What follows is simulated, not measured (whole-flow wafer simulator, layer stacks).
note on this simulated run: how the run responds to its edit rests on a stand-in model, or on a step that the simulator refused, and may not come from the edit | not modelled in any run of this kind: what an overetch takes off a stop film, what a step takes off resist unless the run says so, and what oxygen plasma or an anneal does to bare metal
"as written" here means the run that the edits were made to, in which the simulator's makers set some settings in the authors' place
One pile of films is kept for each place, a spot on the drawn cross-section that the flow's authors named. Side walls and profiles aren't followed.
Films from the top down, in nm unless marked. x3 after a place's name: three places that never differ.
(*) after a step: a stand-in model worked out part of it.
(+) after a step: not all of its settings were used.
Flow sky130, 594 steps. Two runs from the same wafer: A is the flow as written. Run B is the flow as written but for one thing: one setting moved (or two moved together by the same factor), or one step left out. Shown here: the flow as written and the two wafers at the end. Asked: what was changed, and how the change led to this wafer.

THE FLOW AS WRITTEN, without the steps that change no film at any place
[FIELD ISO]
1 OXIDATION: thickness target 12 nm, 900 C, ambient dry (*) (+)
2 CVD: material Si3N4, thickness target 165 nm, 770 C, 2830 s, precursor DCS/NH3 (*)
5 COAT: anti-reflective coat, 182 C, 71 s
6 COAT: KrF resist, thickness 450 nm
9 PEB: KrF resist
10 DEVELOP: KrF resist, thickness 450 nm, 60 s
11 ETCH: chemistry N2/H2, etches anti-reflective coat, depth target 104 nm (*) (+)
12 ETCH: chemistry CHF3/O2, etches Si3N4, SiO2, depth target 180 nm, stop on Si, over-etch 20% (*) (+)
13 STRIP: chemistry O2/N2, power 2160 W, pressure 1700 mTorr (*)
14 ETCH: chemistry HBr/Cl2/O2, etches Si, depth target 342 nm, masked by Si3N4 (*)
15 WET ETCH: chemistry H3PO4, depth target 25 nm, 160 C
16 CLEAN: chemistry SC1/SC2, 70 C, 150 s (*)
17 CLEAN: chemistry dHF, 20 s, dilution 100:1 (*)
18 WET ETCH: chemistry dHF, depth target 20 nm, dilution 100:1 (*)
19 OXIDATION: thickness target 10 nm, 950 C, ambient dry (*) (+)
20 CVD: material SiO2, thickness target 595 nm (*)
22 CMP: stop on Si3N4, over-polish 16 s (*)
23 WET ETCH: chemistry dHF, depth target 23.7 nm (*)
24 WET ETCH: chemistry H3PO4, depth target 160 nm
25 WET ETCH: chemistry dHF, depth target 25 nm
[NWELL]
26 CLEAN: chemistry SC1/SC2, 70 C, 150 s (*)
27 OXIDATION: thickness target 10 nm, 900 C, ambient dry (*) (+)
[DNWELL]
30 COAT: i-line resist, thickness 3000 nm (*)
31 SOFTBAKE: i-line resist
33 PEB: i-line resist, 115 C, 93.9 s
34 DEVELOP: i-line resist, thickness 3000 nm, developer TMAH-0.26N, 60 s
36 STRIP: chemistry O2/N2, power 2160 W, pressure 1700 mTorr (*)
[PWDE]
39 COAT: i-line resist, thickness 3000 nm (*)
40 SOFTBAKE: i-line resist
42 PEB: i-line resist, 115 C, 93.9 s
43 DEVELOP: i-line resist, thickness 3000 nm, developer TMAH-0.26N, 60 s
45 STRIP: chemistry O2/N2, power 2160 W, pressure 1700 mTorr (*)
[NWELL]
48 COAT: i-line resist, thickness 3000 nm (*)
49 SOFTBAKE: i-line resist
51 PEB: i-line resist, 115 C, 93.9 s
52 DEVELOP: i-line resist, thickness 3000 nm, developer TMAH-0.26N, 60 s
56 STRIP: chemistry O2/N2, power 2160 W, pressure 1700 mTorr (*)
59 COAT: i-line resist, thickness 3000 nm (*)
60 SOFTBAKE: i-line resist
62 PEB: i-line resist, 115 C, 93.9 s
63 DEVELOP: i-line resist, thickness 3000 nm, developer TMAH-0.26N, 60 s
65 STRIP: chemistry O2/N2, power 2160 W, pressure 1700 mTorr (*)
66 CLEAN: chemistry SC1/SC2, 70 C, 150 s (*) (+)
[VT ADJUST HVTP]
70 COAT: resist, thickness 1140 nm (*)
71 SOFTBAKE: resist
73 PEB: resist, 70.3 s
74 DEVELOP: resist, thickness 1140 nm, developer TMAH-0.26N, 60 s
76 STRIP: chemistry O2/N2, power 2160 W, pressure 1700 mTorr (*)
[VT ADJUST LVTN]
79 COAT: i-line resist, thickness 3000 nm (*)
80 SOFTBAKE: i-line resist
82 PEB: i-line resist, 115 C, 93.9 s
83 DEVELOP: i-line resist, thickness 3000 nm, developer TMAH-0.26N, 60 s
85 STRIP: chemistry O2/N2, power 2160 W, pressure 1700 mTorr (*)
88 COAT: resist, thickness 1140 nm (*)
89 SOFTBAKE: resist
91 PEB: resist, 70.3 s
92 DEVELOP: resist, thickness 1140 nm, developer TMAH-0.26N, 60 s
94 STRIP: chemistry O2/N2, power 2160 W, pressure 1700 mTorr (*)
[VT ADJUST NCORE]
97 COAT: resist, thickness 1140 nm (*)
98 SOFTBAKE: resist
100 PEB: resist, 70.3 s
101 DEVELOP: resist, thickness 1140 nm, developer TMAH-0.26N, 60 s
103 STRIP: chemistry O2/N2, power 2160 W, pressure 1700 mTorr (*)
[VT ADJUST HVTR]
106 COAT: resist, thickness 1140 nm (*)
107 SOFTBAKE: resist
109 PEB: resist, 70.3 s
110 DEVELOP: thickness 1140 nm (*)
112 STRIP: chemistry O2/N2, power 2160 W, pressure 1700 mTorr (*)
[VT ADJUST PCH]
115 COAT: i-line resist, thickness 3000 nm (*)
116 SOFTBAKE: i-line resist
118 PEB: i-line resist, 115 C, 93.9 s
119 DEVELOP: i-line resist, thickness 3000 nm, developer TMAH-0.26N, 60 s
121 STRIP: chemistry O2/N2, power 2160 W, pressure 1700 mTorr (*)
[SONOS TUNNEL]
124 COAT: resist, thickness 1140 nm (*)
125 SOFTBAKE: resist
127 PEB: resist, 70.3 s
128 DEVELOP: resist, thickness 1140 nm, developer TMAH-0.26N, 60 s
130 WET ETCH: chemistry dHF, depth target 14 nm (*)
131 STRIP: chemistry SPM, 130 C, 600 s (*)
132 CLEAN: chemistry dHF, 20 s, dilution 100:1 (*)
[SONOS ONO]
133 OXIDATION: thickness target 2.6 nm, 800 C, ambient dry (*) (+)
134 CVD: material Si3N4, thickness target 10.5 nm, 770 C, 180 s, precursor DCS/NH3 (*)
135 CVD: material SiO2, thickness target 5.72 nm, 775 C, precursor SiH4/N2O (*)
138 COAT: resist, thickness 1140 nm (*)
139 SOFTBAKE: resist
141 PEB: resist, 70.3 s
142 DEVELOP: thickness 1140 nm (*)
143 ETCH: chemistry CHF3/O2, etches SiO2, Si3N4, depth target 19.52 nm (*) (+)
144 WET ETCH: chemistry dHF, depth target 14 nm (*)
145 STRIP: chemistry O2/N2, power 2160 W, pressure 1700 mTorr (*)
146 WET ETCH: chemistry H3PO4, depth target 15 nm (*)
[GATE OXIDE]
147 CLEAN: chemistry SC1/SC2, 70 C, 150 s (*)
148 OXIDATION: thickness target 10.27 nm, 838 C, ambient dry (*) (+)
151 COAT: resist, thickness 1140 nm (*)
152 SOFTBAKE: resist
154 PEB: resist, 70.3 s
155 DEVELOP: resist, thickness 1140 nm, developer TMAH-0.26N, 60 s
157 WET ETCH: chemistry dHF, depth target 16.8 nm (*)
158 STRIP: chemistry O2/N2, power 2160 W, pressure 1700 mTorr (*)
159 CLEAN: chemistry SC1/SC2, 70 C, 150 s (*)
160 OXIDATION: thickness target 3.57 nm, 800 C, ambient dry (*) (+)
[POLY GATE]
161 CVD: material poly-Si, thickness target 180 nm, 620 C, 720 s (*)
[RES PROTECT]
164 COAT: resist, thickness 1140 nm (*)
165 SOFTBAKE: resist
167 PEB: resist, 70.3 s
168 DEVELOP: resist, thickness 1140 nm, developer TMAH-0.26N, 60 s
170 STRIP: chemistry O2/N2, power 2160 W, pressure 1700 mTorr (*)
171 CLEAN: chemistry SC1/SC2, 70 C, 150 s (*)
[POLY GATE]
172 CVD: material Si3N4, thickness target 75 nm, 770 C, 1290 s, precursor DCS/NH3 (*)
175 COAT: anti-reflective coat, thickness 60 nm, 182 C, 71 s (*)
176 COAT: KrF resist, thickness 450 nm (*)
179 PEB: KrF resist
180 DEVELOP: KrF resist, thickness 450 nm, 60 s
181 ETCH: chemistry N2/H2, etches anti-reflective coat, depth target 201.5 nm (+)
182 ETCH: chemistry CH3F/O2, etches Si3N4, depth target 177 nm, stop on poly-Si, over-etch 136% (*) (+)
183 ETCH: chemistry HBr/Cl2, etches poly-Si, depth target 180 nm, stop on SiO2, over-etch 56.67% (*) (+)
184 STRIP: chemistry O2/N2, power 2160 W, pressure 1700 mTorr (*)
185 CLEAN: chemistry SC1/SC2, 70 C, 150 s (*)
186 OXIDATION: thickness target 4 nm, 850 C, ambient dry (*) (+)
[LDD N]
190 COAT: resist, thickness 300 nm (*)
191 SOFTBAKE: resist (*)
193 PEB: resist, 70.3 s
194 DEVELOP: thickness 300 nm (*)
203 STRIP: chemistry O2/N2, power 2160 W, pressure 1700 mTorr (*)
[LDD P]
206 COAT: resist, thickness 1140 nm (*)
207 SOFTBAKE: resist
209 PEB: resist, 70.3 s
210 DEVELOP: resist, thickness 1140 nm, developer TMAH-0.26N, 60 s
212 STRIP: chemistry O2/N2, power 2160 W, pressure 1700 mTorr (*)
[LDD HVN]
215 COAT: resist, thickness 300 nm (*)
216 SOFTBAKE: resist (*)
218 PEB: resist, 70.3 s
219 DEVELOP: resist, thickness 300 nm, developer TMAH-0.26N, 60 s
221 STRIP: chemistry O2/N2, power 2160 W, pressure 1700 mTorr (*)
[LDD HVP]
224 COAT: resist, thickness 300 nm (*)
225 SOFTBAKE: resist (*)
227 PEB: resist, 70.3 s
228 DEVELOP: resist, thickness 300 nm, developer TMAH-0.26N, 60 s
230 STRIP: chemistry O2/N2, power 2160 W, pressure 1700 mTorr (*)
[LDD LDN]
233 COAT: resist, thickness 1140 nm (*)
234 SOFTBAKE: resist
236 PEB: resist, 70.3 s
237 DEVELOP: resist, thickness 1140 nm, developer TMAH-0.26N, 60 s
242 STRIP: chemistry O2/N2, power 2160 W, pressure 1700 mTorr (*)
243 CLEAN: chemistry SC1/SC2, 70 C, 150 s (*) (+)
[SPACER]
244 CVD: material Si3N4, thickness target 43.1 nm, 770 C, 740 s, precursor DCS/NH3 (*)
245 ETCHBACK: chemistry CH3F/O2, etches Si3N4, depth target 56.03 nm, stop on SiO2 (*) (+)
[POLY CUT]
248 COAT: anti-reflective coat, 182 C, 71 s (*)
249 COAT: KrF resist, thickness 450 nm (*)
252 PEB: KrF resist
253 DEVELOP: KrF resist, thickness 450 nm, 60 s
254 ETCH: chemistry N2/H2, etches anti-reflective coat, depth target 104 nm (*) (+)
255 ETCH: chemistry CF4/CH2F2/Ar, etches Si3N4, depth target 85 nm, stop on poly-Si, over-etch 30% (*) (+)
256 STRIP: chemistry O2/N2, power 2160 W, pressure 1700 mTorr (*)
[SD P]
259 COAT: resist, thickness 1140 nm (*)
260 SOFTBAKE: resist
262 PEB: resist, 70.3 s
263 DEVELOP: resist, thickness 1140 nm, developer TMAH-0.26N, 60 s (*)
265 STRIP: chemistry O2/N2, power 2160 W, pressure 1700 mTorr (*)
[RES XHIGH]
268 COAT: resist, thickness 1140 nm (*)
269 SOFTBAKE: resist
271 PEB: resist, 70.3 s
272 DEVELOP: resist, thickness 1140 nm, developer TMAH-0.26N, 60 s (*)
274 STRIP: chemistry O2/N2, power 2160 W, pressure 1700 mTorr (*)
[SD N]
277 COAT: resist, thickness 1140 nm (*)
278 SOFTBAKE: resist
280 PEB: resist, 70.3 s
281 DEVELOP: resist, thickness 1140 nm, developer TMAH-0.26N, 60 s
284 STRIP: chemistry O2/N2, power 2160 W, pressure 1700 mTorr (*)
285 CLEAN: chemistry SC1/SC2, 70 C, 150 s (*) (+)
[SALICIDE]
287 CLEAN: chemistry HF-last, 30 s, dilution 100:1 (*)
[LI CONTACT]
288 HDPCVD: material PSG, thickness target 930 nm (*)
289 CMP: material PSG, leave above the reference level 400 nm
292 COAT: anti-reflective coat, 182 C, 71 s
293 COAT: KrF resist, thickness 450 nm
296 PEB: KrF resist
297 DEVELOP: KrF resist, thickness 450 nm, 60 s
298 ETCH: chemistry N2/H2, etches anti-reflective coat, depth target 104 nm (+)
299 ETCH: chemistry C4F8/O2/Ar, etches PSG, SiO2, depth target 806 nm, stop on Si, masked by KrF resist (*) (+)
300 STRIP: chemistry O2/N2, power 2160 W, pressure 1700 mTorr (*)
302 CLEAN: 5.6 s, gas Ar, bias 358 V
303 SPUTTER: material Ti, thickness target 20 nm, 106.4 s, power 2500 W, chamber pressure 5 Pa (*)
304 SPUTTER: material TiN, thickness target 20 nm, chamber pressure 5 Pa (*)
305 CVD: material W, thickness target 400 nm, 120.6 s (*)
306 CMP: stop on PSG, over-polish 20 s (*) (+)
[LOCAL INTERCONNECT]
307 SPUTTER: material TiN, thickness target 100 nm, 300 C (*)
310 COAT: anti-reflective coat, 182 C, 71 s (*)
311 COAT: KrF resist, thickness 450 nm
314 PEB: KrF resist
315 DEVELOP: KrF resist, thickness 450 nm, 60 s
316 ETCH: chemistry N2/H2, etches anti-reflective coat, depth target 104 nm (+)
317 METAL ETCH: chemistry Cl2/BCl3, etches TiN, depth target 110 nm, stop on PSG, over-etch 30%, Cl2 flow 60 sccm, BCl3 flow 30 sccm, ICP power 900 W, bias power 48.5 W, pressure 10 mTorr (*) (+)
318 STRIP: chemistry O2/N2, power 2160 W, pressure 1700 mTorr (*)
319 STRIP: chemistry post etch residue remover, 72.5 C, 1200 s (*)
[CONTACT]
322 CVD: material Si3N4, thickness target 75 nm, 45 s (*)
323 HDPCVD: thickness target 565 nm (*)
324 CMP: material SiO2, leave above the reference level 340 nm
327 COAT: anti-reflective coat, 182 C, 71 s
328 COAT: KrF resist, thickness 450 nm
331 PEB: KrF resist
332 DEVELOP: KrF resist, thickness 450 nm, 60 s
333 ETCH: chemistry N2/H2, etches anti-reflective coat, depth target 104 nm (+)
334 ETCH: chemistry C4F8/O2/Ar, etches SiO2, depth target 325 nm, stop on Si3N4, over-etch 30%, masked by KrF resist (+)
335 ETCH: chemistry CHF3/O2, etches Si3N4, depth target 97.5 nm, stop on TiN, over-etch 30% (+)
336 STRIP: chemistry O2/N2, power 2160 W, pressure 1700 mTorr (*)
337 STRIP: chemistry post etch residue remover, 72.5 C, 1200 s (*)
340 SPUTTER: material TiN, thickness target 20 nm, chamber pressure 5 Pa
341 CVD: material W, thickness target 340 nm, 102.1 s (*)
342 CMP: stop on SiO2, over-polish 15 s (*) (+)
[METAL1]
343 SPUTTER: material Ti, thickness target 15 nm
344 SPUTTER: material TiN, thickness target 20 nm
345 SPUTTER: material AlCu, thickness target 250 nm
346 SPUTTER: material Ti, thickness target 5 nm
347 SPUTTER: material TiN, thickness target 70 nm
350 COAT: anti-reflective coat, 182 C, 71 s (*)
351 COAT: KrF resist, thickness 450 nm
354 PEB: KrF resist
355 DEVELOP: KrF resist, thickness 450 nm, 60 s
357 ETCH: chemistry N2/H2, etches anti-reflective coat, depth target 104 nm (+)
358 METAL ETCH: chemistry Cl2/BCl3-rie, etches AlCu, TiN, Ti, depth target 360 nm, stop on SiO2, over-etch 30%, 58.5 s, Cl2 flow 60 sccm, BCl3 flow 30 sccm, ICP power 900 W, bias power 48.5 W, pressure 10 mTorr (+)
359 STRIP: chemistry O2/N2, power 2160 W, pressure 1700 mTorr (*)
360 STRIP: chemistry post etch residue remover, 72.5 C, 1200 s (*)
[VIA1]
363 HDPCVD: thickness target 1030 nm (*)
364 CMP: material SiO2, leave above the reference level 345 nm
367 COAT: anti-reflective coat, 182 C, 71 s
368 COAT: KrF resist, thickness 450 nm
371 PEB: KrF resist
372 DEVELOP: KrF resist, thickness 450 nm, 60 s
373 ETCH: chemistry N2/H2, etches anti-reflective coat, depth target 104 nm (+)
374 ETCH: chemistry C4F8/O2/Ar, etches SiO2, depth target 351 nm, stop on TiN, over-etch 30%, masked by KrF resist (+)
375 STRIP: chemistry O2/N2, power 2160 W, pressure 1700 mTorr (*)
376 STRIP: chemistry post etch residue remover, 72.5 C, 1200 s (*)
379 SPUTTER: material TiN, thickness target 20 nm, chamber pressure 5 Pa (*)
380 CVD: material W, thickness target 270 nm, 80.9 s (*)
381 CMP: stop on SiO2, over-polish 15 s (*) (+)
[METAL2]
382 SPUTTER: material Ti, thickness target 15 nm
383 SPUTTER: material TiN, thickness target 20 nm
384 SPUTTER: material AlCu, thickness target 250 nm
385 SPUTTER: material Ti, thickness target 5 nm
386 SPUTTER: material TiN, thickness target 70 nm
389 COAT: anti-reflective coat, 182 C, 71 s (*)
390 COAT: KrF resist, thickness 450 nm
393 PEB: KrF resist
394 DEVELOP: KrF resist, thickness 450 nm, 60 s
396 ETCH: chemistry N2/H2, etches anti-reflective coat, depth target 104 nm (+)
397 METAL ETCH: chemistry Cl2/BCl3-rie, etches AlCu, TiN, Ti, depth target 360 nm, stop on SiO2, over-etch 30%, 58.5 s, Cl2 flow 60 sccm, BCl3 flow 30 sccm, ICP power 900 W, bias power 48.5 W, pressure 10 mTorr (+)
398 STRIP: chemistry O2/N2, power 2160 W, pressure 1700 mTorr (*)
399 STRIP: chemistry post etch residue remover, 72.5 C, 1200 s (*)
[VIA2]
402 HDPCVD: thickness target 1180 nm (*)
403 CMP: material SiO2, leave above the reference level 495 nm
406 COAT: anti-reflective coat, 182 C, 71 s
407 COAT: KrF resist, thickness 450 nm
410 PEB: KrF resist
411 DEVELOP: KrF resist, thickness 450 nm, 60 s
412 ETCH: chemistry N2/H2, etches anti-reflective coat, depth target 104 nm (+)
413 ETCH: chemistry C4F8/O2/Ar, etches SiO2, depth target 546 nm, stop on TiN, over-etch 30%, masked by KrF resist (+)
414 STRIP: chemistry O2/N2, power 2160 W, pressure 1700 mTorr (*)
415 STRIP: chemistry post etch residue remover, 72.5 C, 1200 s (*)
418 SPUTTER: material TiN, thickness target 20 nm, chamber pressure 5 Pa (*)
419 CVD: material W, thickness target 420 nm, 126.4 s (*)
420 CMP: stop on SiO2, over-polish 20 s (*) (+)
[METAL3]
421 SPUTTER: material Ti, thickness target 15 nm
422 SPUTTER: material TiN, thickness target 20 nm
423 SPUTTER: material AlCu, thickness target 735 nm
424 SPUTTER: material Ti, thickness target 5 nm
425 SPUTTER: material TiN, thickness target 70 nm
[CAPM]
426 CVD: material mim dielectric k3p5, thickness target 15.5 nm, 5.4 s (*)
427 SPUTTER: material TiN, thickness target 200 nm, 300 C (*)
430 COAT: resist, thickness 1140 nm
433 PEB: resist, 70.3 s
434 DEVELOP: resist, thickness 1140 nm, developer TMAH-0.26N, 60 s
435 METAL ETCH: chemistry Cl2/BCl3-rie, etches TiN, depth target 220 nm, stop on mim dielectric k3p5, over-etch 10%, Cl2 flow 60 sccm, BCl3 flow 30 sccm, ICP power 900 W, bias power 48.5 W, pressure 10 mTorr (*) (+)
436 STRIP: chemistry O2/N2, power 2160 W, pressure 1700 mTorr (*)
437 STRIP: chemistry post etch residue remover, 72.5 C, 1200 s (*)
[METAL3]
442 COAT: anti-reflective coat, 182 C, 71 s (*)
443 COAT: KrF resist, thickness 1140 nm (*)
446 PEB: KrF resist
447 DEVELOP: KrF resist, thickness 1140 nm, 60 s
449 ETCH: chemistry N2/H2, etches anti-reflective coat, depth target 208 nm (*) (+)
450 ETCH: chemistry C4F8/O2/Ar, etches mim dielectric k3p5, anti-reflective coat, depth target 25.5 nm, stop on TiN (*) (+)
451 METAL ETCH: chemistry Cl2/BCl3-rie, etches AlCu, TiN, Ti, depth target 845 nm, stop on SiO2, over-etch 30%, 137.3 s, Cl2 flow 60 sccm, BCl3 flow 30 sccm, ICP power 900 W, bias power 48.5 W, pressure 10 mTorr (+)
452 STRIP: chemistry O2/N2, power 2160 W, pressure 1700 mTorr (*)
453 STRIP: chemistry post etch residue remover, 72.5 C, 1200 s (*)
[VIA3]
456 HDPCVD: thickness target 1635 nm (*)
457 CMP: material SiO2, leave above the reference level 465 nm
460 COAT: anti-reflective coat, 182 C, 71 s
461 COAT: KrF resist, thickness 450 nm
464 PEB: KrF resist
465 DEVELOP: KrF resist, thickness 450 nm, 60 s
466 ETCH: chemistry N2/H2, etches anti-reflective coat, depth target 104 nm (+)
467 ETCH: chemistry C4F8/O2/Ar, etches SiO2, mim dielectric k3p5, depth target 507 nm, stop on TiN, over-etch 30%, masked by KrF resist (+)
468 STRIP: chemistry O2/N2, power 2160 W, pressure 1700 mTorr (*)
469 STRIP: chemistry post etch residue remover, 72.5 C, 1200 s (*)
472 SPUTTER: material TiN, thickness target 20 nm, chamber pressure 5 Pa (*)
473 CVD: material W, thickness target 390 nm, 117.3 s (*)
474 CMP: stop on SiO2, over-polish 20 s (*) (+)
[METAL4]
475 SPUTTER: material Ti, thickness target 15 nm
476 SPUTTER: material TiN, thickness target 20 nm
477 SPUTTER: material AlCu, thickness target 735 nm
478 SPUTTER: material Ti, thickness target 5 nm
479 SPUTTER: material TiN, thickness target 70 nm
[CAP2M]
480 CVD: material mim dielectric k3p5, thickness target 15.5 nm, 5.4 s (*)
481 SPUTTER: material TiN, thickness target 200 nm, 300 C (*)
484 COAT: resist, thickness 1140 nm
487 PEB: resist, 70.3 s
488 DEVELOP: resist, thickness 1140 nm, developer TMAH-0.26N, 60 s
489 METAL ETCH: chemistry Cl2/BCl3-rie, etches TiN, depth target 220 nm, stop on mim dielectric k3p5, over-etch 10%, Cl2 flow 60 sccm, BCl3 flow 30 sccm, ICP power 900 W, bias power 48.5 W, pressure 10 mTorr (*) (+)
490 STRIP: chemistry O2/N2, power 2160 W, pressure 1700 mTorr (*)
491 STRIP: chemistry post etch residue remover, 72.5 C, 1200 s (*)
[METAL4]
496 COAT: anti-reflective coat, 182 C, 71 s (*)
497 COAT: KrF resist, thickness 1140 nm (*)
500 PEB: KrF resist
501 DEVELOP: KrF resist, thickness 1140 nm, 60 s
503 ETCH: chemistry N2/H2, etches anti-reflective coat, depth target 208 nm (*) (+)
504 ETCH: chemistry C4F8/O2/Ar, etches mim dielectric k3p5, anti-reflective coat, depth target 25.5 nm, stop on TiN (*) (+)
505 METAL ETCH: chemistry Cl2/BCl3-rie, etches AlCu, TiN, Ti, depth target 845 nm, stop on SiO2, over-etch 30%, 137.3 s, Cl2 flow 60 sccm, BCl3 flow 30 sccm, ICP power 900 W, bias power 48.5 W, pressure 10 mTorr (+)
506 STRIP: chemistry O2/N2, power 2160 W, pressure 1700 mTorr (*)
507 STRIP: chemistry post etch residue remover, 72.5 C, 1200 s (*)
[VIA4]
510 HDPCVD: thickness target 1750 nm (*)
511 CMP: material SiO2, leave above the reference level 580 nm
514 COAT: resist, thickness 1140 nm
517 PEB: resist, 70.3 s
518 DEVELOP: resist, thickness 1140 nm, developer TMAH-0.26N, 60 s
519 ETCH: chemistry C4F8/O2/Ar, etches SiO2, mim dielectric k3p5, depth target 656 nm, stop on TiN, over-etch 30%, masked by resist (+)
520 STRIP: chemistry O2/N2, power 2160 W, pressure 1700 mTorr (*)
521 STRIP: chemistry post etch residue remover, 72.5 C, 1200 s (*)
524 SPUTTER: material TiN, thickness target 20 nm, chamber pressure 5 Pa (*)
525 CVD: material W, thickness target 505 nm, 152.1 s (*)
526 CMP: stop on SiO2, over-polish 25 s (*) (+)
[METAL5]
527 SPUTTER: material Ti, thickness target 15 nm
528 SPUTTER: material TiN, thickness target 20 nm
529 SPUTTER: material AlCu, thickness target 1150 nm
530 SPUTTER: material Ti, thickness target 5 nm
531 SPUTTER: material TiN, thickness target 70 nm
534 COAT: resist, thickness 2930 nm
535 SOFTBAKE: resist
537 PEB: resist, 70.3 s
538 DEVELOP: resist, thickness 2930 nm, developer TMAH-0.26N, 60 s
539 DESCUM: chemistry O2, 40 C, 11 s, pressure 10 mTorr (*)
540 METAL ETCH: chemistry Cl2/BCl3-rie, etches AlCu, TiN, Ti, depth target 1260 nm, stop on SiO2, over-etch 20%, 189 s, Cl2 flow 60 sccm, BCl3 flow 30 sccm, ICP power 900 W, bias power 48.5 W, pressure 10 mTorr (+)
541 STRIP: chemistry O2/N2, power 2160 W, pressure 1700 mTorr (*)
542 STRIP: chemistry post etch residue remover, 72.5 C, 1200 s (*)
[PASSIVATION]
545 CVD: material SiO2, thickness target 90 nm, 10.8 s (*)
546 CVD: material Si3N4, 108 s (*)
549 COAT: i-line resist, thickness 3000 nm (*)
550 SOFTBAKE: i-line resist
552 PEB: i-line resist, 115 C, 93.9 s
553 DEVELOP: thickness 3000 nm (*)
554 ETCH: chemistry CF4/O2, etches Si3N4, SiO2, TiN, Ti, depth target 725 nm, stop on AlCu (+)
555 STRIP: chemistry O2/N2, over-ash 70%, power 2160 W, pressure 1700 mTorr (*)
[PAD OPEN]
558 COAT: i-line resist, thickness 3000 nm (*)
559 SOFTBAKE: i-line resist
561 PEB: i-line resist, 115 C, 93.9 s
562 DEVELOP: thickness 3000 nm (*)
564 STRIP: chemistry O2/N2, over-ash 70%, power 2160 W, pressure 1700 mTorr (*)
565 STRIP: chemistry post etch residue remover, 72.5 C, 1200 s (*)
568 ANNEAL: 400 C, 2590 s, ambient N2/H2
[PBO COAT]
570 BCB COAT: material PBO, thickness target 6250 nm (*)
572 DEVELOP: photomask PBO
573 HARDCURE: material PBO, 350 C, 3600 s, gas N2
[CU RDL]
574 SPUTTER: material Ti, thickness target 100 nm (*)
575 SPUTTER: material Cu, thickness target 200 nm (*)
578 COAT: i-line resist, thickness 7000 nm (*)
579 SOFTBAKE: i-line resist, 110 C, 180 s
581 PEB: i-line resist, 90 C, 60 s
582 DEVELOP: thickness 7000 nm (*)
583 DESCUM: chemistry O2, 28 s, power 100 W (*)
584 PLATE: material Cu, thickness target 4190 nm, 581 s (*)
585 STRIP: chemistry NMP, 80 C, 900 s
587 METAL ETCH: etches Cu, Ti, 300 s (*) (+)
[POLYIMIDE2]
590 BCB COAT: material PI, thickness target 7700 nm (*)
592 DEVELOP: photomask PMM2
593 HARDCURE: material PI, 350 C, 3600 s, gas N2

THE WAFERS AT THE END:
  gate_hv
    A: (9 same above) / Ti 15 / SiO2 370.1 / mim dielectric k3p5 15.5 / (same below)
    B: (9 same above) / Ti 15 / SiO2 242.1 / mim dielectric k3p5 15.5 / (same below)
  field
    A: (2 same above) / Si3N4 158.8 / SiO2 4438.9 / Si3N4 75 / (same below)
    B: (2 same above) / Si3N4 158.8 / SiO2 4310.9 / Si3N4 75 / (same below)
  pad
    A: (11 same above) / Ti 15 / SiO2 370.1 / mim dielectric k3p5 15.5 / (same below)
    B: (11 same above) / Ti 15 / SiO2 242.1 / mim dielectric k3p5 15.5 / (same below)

The cause: step 457, CMP: leave above the reference level 337 nm was run, where the flow has leave above the reference level 465 nm.

How the change led to this, step by step:
  457 CMP: material SiO2, leave above the reference level 465 nm
      n_well, p_well, gate_hv and 99 more: A SiO2 -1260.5 | B SiO2 -1388.5
      field, active, gate and 82 more: A SiO2 -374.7 | B SiO2 -502.7
      (and at 5 more places)
  467 ETCH: chemistry C4F8/O2/Ar, etches SiO2, mim dielectric k3p5, depth target 507 nm, stop on TiN, over-etch 30%, masked by KrF resist (+)
      field, active, n_well and 187 more: A KrF resist -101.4 | B KrF resist -68.1
      m1: A SiO2 -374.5 (all of it), mim dielectric k3p5 -15.5 (all of it) | B SiO2 -246.5 (all of it), mim dielectric k3p5 -15.5 (all of it)
      (and at 1 more place)
  468 STRIP: chemistry O2/N2, power 2160 W, pressure 1700 mTorr (*)
      field, active, n_well and 187 more: A KrF resist -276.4 (all of it), anti-reflective coat -80 (all of it) | B KrF resist -309.7 (all of it), anti-reflective coat -80 (all of it)
  472 SPUTTER: material TiN, thickness target 20 nm, chamber pressure 5 Pa (*)
      m1: A TiN +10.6 | B TiN +12.5
      via3_hole: A TiN +10.6 | B TiN +12.4
  473 CVD: material W, thickness target 390 nm, 117.3 s (*)
      m1: A W +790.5 (new film) | B W +660.6 (new film)
      via3_hole: A W +789.9 (new film) | B W +660 (new film)
